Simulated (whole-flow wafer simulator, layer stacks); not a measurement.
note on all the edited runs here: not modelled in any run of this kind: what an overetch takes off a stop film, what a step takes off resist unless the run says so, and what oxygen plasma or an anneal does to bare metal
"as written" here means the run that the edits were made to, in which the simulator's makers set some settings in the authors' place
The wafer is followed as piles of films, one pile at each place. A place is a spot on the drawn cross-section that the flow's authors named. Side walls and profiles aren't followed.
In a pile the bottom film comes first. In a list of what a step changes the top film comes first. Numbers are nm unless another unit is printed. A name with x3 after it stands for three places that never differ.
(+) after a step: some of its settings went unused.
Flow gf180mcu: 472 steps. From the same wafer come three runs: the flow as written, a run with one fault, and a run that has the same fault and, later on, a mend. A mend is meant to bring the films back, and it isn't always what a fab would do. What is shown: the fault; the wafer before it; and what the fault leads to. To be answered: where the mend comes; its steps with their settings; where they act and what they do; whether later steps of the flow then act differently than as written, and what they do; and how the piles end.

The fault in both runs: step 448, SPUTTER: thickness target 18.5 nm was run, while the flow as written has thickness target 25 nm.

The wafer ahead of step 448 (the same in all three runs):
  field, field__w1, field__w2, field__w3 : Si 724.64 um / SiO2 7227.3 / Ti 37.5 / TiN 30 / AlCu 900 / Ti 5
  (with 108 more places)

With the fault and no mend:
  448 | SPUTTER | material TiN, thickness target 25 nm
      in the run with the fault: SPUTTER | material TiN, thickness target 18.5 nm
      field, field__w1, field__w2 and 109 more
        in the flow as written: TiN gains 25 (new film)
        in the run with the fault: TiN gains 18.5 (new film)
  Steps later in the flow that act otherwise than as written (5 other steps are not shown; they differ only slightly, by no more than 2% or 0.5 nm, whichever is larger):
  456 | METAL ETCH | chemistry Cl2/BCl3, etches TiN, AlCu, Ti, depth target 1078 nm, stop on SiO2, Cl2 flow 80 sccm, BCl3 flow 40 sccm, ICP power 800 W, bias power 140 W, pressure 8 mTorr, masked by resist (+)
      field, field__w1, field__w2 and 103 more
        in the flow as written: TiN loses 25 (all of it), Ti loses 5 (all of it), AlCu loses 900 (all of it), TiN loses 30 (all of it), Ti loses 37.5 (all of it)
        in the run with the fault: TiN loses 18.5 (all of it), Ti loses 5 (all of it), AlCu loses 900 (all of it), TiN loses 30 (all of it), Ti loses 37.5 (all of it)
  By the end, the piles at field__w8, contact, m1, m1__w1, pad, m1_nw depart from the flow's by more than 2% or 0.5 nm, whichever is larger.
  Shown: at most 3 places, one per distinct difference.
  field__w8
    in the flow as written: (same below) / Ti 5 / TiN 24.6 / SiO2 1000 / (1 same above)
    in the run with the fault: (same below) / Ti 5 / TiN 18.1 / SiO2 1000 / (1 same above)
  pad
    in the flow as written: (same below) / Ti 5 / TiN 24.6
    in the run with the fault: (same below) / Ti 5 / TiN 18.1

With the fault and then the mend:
  The mend stands after step 448.
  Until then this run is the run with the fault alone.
  448a | SPUTTER | material TiN, thickness target 6.5 nm (a further turn of the flow's step 448, with different settings)
      field, field__w1, field__w2 and 109 more
        TiN gains 6.5
  Later steps of the flow that are run all act as written at every place that is followed.
  At every place that both follow, the piles at the end match the flow's.
